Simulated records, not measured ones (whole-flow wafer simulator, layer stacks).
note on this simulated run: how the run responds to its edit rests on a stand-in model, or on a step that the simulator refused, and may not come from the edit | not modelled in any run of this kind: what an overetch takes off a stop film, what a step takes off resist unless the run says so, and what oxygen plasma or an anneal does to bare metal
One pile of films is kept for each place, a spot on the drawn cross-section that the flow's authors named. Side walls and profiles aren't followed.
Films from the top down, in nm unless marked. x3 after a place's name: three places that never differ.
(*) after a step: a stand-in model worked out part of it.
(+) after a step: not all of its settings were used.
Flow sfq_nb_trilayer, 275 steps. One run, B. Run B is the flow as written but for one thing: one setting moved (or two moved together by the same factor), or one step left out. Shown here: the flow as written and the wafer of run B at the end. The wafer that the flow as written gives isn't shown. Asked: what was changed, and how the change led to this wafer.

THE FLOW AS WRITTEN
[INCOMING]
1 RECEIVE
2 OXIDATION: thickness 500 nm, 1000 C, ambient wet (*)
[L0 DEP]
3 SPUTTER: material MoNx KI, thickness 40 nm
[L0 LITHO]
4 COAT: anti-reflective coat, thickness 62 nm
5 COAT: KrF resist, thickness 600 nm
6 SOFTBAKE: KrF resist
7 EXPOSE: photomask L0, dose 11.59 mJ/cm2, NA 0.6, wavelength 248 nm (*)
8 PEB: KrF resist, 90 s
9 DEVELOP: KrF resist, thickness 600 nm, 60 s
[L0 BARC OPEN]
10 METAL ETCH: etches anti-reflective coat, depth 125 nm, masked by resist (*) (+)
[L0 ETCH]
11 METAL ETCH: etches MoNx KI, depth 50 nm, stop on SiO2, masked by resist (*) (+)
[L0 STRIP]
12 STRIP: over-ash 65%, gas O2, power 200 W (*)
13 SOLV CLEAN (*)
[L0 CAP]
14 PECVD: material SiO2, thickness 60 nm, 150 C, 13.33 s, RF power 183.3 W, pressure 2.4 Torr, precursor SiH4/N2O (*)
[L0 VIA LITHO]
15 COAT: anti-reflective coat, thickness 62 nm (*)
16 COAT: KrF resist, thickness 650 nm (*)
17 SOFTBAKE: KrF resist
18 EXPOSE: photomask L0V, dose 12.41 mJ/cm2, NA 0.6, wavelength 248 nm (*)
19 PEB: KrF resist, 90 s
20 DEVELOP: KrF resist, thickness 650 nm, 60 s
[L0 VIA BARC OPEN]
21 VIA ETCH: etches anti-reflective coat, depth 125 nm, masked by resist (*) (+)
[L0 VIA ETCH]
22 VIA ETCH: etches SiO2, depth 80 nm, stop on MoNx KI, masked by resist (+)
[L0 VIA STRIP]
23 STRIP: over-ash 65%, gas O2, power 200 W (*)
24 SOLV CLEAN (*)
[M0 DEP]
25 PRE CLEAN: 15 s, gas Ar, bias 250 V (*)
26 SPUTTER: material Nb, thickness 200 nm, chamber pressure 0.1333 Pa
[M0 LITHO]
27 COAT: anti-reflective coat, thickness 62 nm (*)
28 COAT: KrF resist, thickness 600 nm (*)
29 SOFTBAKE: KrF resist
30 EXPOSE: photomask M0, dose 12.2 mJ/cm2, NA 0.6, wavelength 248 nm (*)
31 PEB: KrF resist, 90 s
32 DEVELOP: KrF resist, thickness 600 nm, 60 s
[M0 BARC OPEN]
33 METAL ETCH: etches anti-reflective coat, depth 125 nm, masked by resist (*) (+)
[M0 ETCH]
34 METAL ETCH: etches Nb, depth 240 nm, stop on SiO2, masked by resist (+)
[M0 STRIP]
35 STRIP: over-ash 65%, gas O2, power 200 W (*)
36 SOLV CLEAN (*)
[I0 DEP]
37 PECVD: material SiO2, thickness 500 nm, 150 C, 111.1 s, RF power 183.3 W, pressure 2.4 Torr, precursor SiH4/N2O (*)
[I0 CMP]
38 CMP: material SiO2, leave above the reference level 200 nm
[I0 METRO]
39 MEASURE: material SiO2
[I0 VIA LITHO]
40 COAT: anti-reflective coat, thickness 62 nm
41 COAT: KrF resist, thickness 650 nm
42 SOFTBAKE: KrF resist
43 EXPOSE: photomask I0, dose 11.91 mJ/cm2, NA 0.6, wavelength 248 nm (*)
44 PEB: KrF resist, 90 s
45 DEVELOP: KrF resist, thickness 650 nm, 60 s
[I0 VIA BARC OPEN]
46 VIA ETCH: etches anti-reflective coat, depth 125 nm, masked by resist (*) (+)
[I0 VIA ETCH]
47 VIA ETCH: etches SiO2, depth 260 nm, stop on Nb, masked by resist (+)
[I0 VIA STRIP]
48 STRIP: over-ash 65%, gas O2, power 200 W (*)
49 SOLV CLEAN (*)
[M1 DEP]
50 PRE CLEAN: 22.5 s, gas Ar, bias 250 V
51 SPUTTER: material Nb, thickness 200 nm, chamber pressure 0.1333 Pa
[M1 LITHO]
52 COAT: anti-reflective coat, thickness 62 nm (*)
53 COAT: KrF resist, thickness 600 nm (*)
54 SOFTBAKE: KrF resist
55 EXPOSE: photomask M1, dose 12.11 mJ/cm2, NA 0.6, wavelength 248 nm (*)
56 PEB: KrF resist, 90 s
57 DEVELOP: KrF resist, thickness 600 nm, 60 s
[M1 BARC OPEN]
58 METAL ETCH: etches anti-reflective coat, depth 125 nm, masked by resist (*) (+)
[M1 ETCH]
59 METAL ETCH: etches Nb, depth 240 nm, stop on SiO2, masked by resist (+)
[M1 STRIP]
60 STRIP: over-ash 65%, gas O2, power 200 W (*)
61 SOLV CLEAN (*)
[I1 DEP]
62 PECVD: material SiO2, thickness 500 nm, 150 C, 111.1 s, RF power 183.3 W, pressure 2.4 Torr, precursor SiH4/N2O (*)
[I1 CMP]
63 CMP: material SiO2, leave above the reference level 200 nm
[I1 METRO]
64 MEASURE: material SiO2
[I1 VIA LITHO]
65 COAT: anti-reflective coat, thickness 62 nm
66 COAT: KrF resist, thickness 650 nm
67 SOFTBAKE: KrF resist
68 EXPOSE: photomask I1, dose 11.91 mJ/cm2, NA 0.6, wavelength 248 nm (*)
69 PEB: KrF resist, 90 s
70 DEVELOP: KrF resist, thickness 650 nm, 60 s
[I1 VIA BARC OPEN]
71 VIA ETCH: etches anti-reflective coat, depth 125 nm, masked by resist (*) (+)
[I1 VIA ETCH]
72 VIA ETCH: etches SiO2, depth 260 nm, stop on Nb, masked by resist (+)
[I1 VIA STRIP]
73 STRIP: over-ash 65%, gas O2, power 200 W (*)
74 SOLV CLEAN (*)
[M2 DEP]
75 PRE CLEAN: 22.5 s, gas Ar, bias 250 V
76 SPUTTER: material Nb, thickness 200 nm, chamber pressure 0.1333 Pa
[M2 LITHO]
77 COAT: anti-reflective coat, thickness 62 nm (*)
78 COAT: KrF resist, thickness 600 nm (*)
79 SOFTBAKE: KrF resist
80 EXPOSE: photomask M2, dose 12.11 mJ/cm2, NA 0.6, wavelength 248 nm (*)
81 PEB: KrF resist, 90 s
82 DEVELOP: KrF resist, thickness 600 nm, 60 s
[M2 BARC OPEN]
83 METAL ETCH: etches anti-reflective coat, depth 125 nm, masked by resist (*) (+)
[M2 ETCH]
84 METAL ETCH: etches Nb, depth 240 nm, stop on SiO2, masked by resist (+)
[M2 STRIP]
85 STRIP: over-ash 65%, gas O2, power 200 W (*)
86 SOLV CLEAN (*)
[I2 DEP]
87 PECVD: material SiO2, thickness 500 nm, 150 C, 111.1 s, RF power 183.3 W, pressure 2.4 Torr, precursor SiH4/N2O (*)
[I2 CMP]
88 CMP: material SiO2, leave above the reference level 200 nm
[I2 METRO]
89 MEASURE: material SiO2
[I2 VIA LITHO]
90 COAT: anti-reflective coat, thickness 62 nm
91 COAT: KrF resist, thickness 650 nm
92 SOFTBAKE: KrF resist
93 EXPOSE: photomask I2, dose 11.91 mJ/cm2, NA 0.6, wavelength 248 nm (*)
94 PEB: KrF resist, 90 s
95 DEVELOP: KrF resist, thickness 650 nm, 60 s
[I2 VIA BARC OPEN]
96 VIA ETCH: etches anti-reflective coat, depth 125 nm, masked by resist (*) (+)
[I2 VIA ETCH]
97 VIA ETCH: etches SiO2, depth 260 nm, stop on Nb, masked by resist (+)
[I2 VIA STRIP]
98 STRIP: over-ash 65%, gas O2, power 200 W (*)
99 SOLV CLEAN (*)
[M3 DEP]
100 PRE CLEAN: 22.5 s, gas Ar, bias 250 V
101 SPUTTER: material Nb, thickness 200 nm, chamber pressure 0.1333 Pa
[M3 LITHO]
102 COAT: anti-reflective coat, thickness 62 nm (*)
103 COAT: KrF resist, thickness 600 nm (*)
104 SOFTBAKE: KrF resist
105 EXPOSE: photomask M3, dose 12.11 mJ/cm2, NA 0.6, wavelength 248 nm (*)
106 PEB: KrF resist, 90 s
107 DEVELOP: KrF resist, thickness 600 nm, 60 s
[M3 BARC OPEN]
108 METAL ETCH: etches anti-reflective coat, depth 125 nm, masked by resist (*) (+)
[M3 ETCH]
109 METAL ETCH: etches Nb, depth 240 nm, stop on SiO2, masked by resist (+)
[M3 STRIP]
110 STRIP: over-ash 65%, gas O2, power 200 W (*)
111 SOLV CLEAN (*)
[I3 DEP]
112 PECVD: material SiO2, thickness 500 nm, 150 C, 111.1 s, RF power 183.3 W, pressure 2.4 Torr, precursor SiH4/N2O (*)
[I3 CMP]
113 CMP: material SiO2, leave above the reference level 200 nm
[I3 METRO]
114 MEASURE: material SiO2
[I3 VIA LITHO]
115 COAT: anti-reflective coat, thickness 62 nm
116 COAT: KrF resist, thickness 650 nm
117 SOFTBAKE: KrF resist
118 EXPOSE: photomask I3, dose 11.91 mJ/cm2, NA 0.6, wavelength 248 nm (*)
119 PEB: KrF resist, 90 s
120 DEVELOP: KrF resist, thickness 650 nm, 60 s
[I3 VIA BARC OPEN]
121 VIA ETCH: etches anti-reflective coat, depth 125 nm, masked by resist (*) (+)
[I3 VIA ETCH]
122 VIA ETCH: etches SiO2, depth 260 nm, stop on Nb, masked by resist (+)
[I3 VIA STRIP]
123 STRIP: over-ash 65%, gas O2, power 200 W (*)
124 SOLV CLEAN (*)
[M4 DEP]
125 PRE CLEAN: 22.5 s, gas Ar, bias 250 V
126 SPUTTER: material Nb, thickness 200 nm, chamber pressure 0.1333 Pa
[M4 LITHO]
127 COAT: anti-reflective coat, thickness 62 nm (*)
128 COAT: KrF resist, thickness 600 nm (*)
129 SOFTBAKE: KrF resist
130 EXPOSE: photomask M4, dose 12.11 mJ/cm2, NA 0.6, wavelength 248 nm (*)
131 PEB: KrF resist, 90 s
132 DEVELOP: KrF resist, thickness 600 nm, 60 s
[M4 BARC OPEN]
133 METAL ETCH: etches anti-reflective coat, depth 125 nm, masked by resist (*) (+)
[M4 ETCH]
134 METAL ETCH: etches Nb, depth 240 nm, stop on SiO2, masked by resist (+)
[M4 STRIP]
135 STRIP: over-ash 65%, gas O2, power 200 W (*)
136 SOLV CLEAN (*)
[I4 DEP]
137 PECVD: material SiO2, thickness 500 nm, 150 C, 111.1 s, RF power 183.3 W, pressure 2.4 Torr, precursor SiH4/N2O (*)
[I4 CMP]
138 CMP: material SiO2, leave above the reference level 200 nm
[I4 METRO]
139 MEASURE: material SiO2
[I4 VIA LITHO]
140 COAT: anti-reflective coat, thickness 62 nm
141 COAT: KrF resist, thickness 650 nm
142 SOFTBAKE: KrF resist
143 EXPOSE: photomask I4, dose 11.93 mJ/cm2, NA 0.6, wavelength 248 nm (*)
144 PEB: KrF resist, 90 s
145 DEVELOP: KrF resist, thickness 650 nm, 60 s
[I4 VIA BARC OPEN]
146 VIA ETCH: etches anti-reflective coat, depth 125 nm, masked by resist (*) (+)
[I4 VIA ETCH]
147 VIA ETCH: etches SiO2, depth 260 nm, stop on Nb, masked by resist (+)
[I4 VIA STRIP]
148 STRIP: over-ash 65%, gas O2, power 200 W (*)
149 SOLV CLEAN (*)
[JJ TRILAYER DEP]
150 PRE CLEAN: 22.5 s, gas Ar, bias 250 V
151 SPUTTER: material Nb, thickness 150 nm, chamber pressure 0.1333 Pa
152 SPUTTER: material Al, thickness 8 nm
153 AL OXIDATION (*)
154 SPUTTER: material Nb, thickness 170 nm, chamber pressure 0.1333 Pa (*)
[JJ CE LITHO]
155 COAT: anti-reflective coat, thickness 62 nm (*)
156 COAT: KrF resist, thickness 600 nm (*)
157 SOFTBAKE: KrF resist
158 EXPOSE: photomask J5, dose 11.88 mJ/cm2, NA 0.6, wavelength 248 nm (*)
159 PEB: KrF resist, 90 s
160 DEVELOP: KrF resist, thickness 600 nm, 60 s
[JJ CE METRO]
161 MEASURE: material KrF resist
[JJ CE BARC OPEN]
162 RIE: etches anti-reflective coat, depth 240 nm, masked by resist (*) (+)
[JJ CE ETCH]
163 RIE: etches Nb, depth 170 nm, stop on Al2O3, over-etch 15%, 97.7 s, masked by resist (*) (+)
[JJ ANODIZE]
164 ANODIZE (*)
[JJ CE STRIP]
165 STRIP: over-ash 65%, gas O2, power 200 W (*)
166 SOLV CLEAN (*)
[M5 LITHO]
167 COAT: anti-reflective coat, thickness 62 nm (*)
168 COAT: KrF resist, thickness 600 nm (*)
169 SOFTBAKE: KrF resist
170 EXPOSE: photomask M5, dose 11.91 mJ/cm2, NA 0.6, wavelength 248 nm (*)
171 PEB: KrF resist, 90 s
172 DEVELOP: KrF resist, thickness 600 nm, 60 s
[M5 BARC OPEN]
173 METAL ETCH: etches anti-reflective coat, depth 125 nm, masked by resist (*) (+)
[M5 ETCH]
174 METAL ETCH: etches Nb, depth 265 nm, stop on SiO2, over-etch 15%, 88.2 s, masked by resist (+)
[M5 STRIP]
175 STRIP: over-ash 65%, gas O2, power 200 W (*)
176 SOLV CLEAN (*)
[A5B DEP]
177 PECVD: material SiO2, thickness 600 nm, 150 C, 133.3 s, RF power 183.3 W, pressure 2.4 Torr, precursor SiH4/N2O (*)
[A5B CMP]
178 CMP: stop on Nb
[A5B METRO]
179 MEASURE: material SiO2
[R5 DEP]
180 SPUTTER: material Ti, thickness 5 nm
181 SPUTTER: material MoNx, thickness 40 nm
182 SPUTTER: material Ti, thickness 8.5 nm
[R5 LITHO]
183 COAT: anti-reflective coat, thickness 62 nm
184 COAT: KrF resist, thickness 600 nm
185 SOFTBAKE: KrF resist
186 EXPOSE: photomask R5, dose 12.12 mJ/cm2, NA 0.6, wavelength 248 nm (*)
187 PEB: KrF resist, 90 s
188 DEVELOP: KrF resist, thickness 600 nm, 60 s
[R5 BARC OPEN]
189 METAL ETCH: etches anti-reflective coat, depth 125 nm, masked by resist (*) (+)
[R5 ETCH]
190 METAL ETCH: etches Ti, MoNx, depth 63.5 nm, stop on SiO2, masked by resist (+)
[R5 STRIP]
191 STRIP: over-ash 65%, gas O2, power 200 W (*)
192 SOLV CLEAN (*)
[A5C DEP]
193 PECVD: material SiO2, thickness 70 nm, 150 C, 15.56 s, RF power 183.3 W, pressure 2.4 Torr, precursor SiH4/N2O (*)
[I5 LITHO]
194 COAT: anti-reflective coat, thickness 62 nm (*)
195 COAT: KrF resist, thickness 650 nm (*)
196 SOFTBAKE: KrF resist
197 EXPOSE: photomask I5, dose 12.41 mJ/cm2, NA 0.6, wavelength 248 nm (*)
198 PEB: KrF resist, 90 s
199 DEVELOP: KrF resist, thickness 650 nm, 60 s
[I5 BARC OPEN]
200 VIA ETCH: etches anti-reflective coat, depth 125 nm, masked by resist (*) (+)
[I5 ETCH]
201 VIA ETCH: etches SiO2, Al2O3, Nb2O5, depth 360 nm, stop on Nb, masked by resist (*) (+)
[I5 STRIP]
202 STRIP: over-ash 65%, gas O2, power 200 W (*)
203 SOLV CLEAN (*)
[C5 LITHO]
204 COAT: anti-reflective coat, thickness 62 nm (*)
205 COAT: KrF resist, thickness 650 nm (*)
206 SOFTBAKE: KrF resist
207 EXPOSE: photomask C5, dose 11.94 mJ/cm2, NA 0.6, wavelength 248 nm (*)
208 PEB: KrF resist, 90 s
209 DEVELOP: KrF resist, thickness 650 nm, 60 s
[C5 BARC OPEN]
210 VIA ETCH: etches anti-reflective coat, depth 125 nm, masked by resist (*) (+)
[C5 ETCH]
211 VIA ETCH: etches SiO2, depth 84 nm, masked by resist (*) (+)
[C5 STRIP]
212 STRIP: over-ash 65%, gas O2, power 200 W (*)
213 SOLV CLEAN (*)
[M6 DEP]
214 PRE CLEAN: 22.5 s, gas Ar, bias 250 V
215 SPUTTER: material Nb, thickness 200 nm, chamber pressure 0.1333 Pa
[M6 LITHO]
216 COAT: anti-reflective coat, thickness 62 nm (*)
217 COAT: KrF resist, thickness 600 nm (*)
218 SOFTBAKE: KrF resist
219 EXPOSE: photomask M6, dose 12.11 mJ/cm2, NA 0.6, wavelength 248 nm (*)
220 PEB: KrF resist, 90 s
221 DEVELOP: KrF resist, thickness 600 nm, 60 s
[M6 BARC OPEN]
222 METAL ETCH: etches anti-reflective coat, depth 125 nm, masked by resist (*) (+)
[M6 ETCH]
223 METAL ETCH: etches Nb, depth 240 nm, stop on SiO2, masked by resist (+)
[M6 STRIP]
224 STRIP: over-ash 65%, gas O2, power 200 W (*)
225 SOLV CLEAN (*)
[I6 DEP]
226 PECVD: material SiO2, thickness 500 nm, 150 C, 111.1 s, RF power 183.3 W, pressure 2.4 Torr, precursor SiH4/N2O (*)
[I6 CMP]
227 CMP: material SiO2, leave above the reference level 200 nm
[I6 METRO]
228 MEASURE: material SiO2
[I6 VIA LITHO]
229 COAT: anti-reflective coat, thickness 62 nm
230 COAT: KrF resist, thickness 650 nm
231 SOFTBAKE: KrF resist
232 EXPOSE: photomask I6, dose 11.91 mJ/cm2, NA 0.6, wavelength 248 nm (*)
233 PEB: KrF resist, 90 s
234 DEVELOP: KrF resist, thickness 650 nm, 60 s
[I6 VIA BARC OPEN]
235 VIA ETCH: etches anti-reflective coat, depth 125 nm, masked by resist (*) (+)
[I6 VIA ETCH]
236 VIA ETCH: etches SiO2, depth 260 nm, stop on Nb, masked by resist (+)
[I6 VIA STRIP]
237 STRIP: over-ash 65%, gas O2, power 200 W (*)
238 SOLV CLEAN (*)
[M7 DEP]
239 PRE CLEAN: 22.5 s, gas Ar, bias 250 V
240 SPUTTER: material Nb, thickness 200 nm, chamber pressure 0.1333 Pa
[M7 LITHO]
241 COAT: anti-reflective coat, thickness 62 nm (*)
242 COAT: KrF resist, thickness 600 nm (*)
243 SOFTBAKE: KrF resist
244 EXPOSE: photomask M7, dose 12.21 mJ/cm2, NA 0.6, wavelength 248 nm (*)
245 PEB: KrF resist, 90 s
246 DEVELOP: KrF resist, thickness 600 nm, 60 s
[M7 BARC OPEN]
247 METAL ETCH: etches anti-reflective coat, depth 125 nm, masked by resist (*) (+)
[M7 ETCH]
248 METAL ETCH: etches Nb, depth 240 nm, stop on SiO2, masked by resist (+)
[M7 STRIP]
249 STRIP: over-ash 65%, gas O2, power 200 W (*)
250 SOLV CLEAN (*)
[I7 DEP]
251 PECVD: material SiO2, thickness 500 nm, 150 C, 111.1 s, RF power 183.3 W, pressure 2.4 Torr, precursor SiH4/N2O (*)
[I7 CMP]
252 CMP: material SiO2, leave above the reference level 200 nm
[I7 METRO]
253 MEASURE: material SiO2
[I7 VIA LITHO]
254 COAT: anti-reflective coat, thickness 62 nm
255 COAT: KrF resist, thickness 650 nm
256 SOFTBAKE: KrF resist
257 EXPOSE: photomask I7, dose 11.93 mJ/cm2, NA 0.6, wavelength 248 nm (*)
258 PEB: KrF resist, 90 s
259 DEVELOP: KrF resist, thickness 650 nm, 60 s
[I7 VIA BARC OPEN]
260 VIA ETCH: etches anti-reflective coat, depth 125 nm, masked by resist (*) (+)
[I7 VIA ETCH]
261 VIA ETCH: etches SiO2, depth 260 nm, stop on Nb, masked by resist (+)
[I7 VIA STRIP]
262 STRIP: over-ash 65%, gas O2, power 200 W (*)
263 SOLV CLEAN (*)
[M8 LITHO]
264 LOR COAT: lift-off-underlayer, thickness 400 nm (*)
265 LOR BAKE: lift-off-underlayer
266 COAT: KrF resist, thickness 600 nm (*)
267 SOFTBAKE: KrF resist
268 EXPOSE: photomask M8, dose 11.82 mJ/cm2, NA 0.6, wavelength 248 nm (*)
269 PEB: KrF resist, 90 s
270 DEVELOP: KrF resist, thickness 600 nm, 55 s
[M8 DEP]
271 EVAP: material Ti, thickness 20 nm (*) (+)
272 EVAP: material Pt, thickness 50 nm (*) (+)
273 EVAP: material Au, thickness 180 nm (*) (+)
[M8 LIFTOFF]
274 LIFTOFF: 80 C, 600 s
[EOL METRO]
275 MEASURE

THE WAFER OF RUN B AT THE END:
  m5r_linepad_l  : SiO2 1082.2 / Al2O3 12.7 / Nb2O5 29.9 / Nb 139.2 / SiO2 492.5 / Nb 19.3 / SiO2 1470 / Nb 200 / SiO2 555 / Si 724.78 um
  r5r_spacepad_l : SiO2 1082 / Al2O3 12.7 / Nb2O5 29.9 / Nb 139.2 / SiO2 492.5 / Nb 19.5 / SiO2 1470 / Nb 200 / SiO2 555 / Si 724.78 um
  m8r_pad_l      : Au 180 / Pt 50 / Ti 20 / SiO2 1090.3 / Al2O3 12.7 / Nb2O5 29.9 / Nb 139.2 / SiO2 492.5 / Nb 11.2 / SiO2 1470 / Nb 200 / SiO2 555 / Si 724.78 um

The cause: step 113, CMP: material SiO2, leave above the reference level 200 nm, was left out.

How the change led to this, step by step:
  115 COAT: anti-reflective coat, thickness 62 nm
      lsp_m, ln_m6, lsp_r: anti-reflective coat +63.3 (new film) (as written it would be: anti-reflective coat +62 (new film))
      p3_l2, p3_l3, p3_l4: anti-reflective coat +47 (new film) (as written it would be: anti-reflective coat +62 (new film))
      (and at 98 more places)
  116 COAT: KrF resist, thickness 650 nm
      m0r_line_l, m6r_line_l, m7r_line_l: KrF resist +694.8 (new film) (as written it would be: KrF resist +650 (new film))
      m0r_space_l, m6r_space_l, m7r_space_l: KrF resist +673.5 (new film) (as written it would be: KrF resist +650 (new film))
      (and at 82 more places)
  120 DEVELOP: KrF resist, thickness 650 nm, 60 s
      via_v: KrF resist -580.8 (all of it) (as written it would be: KrF resist -648.6 (all of it))
  121 VIA ETCH: etches anti-reflective coat, depth 125 nm, masked by resist (*) (+)
      field_l, v_sur, via_wl and 102 more: KrF resist -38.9 (as written it would be: KrF resist -51.7)
      via_v: anti-reflective coat -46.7 (all of it), SiO2 -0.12 (as written it would be: anti-reflective coat -62 (all of it), SiO2 -0.16)
  122 VIA ETCH: etches SiO2, depth 260 nm, stop on Nb, masked by resist (+)
      via_v: SiO2 -260 (as written it would be: SiO2 -199.8 (all of it))
  123 STRIP: over-ash 65%, gas O2, power 200 W (*)
      m0r_line_l, m6r_line_l, m7r_line_l: KrF resist -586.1 (all of it), anti-reflective coat -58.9 (all of it) (as written it would be: KrF resist -528.6 (all of it), anti-reflective coat -62 (all of it))
      m0r_space_l, m6r_space_l, m7r_space_l: KrF resist -564.8 (all of it), anti-reflective coat -90.8 (all of it) (as written it would be: KrF resist -528.6 (all of it), anti-reflective coat -62 (all of it))
      (and at 99 more places)
  125 PRE CLEAN: 22.5 s, gas Ar, bias 250 V
      via_v: SiO2 -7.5 (as written it would be: Nb -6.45)
  126 SPUTTER: material Nb, thickness 200 nm, chamber pressure 0.1333 Pa
      via_v: Nb +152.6 (new film) (as written it would be: Nb +165.5)
      via_w: Nb +183.4 (new film) (as written it would be: Nb +200 (new film))
  127 COAT: anti-reflective coat, thickness 62 nm (*)
      m0r_line_l, m0r_line_r, m6r_line_l, m6r_line_r, m7r_line_l, m7r_line_r: anti-reflective coat +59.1 (new film) (as written it would be: anti-reflective coat +62 (new film))
      m0r_space_l, m0r_space_r, m6r_space_l, m6r_space_r, m7r_space_l, m7r_space_r: anti-reflective coat +90.1 (new film) (as written it would be: anti-reflective coat +62 (new film))
      (and at 86 more places)
  128 COAT: KrF resist, thickness 600 nm (*)
      m0r_line_l, m0r_line_r, m6r_line_l, m6r_line_r, m7r_line_l, m7r_line_r: KrF resist +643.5 (new film) (as written it would be: KrF resist +600 (new film))
      m0r_space_l, m0r_space_r, m6r_space_l, m6r_space_r, m7r_space_l, m7r_space_r: KrF resist +624 (new film) (as written it would be: KrF resist +600 (new film))
      (and at 76 more places)
  132 DEVELOP: KrF resist, thickness 600 nm, 60 s
      m0r_line_l, m0r_line_r, m6r_line_l, m6r_line_r, m7r_line_l, m7r_line_r: KrF resist -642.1 (all of it) (as written it would be: KrF resist -598.7 (all of it))
      m0r_space_l, m0r_space_r, m6r_space_l, m6r_space_r, m7r_space_l, m7r_space_r: KrF resist -622.7 (all of it) (as written it would be: KrF resist -598.7 (all of it))
      (and at 41 more places)
  133 METAL ETCH: etches anti-reflective coat, depth 125 nm, masked by resist (*) (+)
      m5r_linepad_l, m5r_linepad_r, r5r_line_l, r5r_spacepad_l, r5r_spacepad_r, m8r_pad_l, m8r_pad_r: anti-reflective coat -125 (as written it would be: anti-reflective coat -62 (all of it))
      v_sur, via_wl, via_w and 36 more: KrF resist -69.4 (as written it would be: KrF resist -51.7)
      (and at 55 more places)
  134 METAL ETCH: etches Nb, depth 240 nm, stop on SiO2, masked by resist (+)
      m5r_linepad_l, m5r_linepad_r: anti-reflective coat -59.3 (all of it), Nb -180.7 (as written it would be: Nb -200 (all of it))
      r5r_spacepad_l, r5r_spacepad_r: anti-reflective coat -59.5 (all of it), Nb -180.5 (as written it would be: Nb -200 (all of it))
      (and at 3 more places)
  135 STRIP: over-ash 65%, gas O2, power 200 W (*)
      p3_l2, p3_l3: KrF resist -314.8 (all of it), anti-reflective coat -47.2 (all of it) (as written it would be: KrF resist -382.4 (all of it), anti-reflective coat -62 (all of it))
      v_sur: KrF resist -272.9 (all of it), anti-reflective coat -37.9 (all of it) (as written it would be: KrF resist -379.9 (all of it), anti-reflective coat -61.4 (all of it))
      (and at 36 more places)
  137 PECVD: material SiO2, thickness 500 nm, 150 C, 111.1 s, RF power 183.3 W, pressure 2.4 Torr, precursor SiH4/N2O (*)
      m5r_linepad_l, m5r_linepad_r, r5r_spacepad_l, r5r_spacepad_r, m8r_pad_l, m8r_pad_r: SiO2 +500 (new film) (as written it would be: SiO2 +500)
      p3_s0, p3_s1, p3_s2, p3_s3, p3_s4, p3_s5: SiO2 +700 (as written it would be: SiO2 +557.1)
      (and at 1 more place)
  138 CMP: material SiO2, leave above the reference level 200 nm
      field_l, be, be_sur and 55 more: nothing (as written it would be: SiO2 -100)
      lsp_r, l0_sur, l0v: nothing (as written it would be: SiO2 -91.9)
      (and at 10 more places)
  ... 61 more steps ...
  274 LIFTOFF: 80 C, 600 s
      be: Au -180 (all of it), Pt -50 (all of it), Ti -20 (all of it), KrF resist -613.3 (all of it), lift-off-underlayer -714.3 (all of it) (as written it would be: Au -180 (all of it), Pt -50 (all of it), Ti -20 (all of it), KrF resist -572.1 (all of it), lift-off-underlayer -398.5 (all of it))
      be_sur: Au -180 (all of it), Pt -50 (all of it), Ti -20 (all of it), KrF resist -587.1 (all of it), lift-off-underlayer -366.6 (all of it) (as written it would be: Au -180 (all of it), Pt -50 (all of it), Ti -20 (all of it), KrF resist -572.6 (all of it), lift-off-underlayer -398.9 (all of it))
      (and at 1 more place)
Counting metal films that touch as one body, m5r_linepad_l has 3 bodies (between them, from the top down: SiO2 492.5; SiO2 1470); the flow as written gives 2 bodies (between them, from the top down: SiO2 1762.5).
Counting metal films that touch as one body, r5r_spacepad_l has 3 bodies (between them, from the top down: SiO2 492.5; SiO2 1470); the flow as written gives 2 bodies (between them, from the top down: SiO2 1762.5).
Counting metal films that touch as one body, m8r_pad_l has 4 bodies (between them, from the top down: SiO2 1090.3 / Al2O3 12.7 / Nb2O5 29.9; SiO2 492.5; SiO2 1470); the flow as written gives 3 bodies (between them, from the top down: SiO2 1001.5 / Al2O3 12.7 / Nb2O5 29.9; SiO2 1762.5).
